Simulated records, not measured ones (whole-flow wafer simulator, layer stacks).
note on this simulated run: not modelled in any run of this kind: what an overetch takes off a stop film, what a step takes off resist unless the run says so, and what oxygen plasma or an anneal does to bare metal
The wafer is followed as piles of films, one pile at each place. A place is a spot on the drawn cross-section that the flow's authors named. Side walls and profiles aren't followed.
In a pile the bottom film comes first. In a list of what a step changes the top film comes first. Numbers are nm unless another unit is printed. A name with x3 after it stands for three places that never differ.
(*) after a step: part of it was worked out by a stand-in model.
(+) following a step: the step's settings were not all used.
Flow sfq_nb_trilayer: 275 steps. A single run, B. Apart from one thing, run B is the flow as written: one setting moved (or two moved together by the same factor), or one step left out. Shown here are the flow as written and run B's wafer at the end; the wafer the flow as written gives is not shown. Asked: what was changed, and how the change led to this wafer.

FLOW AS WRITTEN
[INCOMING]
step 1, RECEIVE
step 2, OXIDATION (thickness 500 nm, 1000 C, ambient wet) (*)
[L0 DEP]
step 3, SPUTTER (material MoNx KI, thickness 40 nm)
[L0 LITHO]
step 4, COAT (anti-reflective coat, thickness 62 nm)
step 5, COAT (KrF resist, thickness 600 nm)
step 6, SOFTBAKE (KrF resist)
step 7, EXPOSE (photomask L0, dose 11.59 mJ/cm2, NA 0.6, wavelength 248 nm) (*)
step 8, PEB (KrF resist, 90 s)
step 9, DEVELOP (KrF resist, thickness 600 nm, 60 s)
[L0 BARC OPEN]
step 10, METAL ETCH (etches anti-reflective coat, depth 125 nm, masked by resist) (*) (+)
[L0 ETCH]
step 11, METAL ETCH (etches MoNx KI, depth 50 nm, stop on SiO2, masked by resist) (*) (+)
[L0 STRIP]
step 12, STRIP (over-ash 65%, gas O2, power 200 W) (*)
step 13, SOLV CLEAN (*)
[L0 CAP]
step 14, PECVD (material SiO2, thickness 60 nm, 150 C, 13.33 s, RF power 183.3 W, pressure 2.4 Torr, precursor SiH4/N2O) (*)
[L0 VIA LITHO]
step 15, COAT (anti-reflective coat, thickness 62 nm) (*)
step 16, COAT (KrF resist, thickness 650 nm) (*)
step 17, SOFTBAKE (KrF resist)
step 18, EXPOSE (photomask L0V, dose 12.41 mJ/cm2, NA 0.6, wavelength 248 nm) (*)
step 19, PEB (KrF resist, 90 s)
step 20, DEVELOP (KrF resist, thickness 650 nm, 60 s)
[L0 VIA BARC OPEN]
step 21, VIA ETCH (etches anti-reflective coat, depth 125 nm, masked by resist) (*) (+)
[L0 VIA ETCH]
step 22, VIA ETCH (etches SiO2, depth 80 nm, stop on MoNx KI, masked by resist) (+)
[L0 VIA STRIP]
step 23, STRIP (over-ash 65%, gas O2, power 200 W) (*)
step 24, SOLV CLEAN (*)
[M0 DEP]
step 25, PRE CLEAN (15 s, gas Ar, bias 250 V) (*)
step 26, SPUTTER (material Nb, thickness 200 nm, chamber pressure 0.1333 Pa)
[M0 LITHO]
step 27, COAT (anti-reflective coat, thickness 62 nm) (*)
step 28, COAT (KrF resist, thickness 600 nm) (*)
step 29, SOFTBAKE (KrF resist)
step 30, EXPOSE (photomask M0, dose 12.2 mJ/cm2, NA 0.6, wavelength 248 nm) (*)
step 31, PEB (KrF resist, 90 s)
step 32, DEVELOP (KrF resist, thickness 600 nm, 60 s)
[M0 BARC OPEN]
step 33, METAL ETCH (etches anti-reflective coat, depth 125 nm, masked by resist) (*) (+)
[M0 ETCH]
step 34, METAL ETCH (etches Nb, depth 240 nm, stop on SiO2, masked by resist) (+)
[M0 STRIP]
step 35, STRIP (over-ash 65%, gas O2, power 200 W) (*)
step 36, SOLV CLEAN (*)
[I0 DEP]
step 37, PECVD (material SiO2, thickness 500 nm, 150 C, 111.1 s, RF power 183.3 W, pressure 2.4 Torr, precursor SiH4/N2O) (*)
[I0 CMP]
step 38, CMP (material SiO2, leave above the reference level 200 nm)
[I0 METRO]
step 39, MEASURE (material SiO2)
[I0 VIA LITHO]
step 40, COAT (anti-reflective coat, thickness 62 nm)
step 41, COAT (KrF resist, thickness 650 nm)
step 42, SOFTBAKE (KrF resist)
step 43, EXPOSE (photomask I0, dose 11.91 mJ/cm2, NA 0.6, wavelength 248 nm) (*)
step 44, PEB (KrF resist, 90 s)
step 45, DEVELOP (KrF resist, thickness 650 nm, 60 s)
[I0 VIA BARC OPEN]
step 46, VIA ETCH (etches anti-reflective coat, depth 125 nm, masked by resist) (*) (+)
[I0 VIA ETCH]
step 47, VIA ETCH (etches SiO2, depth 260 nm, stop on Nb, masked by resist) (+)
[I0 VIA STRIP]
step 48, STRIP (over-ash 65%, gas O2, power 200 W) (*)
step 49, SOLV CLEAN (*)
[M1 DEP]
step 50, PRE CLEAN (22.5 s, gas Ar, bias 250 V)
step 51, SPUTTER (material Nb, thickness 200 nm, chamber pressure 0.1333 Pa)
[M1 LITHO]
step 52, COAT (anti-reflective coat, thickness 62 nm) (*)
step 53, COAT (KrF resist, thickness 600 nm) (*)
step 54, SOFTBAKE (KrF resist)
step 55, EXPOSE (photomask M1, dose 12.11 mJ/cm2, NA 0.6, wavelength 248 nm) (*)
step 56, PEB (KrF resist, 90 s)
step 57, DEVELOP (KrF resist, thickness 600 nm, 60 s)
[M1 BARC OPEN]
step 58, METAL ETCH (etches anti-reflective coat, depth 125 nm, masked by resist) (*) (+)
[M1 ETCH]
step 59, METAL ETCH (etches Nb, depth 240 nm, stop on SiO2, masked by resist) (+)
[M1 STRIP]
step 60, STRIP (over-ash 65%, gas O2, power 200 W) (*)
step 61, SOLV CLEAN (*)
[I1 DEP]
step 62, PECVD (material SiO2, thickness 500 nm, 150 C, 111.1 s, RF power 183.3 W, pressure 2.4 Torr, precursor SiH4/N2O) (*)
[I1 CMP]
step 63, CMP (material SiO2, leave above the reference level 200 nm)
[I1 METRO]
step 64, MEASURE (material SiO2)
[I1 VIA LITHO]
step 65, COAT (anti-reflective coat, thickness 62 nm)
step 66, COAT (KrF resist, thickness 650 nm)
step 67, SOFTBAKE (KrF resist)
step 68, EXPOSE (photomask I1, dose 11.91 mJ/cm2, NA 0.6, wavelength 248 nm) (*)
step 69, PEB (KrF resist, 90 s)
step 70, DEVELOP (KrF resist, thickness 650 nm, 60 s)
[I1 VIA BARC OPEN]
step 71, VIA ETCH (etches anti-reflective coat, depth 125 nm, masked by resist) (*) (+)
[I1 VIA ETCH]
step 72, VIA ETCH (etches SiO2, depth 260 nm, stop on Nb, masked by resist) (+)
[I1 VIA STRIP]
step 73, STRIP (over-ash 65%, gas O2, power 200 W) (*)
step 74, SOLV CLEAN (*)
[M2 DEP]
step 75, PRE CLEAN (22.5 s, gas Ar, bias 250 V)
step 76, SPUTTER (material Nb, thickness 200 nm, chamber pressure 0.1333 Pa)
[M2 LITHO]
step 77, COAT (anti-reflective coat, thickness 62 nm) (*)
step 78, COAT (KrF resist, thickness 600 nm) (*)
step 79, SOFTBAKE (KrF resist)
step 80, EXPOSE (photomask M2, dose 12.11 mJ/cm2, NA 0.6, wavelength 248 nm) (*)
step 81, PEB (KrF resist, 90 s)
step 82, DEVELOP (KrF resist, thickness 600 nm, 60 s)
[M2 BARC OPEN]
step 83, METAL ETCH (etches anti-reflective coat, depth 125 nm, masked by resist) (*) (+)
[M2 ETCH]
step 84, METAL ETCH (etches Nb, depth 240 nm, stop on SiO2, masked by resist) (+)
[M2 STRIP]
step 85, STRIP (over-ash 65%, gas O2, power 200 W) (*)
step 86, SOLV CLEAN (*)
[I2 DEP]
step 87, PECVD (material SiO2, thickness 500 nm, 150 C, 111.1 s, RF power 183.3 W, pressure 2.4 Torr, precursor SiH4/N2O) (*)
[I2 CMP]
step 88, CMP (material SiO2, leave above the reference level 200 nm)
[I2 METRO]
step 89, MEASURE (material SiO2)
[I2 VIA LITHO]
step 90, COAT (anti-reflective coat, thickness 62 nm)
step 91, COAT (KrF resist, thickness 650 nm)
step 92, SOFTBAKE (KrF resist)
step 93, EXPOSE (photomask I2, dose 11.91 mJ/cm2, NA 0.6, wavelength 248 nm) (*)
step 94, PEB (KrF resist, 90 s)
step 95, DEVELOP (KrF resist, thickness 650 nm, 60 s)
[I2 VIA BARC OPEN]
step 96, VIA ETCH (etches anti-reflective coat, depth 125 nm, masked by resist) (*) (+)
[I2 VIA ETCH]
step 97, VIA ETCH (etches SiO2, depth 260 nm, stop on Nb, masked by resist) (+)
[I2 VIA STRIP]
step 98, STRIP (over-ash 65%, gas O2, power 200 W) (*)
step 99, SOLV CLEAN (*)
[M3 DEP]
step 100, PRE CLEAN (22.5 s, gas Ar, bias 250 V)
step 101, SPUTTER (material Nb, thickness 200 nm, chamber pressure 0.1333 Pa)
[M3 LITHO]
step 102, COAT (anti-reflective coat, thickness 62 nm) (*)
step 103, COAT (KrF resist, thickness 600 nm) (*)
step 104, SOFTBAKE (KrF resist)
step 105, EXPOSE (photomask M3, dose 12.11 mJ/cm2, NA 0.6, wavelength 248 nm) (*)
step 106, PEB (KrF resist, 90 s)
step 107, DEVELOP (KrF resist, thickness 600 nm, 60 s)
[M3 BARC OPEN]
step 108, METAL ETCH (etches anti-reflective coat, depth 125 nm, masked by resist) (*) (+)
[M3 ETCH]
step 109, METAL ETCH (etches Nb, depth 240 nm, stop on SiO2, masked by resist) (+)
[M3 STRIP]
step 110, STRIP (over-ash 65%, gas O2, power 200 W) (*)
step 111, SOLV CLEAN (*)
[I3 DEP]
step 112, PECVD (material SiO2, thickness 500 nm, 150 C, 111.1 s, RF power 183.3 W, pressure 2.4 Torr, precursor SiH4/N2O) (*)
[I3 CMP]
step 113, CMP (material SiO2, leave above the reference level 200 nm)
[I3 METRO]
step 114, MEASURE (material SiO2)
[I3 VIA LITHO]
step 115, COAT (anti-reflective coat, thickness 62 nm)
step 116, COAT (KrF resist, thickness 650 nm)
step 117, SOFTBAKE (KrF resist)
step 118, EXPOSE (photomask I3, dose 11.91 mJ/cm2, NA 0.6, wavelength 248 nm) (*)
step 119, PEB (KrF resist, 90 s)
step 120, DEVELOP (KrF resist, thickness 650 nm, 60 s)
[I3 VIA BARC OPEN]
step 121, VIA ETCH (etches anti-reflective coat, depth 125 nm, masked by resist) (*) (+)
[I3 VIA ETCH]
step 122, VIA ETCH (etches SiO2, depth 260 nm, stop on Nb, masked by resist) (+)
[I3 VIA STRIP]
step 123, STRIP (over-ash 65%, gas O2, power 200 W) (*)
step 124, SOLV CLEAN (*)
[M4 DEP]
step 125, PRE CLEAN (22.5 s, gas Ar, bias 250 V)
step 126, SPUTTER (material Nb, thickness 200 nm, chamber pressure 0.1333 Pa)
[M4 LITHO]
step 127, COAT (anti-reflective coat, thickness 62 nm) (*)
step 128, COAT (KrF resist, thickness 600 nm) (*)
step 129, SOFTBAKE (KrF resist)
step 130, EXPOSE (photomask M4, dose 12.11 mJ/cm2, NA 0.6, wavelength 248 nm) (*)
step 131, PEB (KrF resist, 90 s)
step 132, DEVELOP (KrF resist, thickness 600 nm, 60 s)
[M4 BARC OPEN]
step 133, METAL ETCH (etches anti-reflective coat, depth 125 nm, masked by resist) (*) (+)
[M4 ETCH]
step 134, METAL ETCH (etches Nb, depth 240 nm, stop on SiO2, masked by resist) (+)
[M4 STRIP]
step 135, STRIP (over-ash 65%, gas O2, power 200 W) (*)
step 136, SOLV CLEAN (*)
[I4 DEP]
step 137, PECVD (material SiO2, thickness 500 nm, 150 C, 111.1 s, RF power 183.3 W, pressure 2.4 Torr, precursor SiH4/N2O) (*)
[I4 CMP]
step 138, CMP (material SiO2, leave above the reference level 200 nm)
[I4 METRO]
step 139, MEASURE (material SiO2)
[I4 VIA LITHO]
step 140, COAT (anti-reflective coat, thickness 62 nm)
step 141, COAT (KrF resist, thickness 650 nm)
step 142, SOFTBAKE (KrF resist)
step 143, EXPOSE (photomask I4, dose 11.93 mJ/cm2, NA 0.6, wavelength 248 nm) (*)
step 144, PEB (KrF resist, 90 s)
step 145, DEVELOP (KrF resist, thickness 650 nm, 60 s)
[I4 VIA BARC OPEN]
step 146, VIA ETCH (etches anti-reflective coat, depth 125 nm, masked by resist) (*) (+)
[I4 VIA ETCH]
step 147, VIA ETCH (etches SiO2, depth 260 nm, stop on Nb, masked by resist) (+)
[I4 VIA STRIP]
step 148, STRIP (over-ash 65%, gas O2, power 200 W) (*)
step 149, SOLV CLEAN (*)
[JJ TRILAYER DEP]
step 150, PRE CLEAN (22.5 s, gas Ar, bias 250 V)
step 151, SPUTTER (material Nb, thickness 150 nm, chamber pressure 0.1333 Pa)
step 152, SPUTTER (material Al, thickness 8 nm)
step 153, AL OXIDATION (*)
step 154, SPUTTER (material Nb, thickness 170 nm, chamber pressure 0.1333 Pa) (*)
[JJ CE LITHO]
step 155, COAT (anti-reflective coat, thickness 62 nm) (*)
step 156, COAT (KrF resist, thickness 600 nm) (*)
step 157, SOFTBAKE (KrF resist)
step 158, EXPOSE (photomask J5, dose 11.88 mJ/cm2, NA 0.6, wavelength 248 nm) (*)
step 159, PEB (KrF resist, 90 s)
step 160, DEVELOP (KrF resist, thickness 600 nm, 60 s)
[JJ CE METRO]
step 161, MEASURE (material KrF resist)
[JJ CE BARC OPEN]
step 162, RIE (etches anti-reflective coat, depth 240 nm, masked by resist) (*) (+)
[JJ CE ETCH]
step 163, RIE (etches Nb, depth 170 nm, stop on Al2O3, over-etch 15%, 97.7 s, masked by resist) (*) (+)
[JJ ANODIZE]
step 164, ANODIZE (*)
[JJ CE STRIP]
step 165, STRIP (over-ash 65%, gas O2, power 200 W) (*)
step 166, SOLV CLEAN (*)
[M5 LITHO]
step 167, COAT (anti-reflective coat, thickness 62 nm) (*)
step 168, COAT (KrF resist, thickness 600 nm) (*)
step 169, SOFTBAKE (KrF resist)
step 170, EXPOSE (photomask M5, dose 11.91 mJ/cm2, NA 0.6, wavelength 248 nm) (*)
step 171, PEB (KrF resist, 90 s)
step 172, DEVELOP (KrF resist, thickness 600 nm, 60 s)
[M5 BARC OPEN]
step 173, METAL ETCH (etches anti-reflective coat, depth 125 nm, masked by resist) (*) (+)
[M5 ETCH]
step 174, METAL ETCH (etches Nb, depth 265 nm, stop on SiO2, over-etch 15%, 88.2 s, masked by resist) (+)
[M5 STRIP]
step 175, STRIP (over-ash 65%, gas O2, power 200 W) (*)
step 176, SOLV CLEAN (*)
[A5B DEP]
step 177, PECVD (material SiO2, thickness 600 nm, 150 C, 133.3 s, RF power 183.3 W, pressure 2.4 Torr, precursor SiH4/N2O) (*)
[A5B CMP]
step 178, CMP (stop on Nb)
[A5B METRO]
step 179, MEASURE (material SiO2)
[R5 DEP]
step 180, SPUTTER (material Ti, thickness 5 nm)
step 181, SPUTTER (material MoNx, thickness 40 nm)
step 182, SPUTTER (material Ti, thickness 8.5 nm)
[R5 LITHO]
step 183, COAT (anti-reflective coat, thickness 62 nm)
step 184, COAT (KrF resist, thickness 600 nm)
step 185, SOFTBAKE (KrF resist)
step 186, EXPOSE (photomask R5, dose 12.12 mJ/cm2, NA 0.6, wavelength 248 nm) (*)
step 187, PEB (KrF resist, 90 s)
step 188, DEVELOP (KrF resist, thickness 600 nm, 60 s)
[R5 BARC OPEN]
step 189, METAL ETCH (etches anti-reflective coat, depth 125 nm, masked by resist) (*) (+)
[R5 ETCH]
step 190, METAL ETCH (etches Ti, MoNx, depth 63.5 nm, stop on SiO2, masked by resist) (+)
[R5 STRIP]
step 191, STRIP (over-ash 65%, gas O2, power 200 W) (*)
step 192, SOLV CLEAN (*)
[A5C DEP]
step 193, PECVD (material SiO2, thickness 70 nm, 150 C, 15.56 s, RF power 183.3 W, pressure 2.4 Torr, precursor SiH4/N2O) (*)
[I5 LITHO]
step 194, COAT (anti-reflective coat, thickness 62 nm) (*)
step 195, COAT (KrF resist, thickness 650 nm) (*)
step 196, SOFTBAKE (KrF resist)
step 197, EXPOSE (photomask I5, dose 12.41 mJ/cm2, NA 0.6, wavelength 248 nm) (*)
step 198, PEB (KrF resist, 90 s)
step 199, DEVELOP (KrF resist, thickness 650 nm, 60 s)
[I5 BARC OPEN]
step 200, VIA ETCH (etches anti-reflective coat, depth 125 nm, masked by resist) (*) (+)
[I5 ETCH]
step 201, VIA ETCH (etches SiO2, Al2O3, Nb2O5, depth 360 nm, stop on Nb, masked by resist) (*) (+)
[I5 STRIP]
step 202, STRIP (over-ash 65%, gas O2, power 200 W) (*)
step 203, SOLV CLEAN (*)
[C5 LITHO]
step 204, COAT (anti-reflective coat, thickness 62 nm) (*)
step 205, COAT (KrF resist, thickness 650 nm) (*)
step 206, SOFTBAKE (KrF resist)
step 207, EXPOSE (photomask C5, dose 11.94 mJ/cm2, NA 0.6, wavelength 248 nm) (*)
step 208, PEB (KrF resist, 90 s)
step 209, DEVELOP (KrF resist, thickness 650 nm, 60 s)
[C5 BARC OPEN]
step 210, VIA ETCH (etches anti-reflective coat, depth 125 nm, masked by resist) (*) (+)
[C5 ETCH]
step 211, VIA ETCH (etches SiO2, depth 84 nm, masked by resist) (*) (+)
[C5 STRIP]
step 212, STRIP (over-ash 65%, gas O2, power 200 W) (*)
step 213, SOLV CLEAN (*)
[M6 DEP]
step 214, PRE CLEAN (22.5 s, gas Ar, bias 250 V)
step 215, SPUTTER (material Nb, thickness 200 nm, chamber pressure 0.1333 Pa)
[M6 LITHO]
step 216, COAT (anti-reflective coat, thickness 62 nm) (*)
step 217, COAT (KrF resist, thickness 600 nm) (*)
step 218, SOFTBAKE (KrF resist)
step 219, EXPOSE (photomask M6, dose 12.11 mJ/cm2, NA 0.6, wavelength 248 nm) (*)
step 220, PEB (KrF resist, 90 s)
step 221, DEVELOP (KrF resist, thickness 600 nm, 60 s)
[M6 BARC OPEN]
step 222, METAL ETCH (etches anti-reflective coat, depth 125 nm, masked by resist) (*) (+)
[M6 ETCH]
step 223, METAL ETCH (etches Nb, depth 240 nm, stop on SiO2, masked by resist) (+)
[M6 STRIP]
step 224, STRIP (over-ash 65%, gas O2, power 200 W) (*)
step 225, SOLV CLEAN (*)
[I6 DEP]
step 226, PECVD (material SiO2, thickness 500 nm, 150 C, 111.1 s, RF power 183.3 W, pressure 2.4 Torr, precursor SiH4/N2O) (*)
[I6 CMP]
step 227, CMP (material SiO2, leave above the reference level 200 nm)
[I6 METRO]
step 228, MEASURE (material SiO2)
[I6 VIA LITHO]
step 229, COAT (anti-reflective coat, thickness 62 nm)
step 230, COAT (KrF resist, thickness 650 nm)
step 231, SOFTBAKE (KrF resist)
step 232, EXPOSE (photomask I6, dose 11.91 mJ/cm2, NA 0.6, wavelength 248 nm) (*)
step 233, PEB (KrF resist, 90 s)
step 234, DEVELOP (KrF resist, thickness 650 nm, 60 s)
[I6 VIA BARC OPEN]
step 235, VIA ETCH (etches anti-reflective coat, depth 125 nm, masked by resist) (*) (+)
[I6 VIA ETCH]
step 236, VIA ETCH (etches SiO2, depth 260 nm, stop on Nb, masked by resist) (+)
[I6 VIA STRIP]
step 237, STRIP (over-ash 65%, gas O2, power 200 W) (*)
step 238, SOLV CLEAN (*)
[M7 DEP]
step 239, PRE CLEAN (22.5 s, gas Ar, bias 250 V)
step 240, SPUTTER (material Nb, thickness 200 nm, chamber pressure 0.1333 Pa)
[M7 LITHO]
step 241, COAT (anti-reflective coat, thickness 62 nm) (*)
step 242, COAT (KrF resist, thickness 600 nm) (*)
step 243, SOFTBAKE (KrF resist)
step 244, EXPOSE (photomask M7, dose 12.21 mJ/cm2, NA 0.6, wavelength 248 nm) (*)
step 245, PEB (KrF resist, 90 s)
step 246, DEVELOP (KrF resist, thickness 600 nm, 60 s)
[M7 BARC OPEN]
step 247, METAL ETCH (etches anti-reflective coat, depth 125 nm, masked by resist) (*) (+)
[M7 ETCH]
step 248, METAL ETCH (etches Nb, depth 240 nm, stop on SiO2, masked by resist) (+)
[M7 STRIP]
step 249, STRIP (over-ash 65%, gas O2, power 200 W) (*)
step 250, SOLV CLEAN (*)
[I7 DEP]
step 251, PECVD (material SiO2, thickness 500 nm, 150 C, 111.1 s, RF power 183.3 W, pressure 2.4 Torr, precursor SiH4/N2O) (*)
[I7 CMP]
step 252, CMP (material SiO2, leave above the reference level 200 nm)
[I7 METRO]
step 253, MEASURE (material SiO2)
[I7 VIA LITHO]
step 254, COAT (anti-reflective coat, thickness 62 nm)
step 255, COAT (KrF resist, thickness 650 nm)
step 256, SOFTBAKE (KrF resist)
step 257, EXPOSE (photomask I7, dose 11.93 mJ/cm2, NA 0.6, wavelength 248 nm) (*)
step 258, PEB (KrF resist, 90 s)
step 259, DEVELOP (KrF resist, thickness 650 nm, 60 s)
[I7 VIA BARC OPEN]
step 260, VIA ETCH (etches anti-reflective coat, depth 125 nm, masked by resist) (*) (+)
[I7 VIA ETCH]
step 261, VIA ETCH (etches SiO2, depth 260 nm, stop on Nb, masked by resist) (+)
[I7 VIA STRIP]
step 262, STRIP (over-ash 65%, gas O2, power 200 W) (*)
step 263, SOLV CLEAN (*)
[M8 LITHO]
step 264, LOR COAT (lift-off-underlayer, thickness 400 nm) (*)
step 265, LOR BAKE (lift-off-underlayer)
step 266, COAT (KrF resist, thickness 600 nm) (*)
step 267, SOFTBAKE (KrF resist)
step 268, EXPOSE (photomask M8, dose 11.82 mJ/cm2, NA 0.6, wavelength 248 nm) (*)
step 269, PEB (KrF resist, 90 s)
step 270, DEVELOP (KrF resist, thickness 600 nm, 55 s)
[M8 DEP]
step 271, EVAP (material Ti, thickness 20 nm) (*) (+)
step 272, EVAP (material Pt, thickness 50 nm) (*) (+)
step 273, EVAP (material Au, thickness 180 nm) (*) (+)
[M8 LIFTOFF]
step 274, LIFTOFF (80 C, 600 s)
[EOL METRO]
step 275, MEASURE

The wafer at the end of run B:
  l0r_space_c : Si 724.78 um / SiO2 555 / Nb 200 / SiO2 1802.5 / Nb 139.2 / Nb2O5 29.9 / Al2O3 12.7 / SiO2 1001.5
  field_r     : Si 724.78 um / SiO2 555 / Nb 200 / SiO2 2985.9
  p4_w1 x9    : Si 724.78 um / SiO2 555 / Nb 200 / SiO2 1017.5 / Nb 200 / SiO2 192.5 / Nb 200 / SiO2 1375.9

The reason: step 38, CMP: leave above the reference level 240 nm was run, whereas the flow has leave above the reference level 200 nm.

Step by step, how the change led to this:
  step 38, CMP (material SiO2, leave above the reference level 200 nm)
      v_sur, via_wl, via_w and 94 more: -260 SiO2 (as written it would have been: -300 SiO2)
      field_l, l0_sur, l0r_line_l, l0r_line_c, l0r_line_r: -300 SiO2 (as written it would have been: -340 SiO2)
      (and at 4 other places as well)
  step 47, VIA ETCH (etches SiO2, depth 260 nm, stop on Nb, masked by resist) (+)
      via_w: -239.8 SiO2 (all of it) (as written it would have been: -199.8 SiO2 (all of it))
  step 51, SPUTTER (material Nb, thickness 200 nm, chamber pressure 0.1333 Pa)
      via_w: +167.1 Nb (as written it would have been: +174.5 Nb)
  step 52, COAT (anti-reflective coat, thickness 62 nm) (*)
      via_w: +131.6 anti-reflective coat (new film) (as written it would have been: +123.1 anti-reflective coat (new film))
      via_wr: +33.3 anti-reflective coat (new film) (as written it would have been: +34.9 anti-reflective coat (new film))
  step 53, COAT (KrF resist, thickness 600 nm) (*)
      via_w: +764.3 KrF resist (new film) (as written it would have been: +731.8 KrF resist (new film))
  step 60, STRIP (over-ash 65%, gas O2, power 200 W) (*)
      via_w: -546.3 KrF resist (all of it), -131.6 anti-reflective coat (all of it) (as written it would have been: -513.8 KrF resist (all of it), -123.1 anti-reflective coat (all of it))
      via_wr: -381.1 KrF resist (all of it), -33.3 anti-reflective coat (all of it) (as written it would have been: -384.4 KrF resist (all of it), -34.9 anti-reflective coat (all of it))
  step 62, PECVD (material SiO2, thickness 500 nm, 150 C, 111.1 s, RF power 183.3 W, pressure 2.4 Torr, precursor SiH4/N2O) (*)
      via_w: +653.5 SiO2 (new film) (as written it would have been: +606 SiO2 (new film))
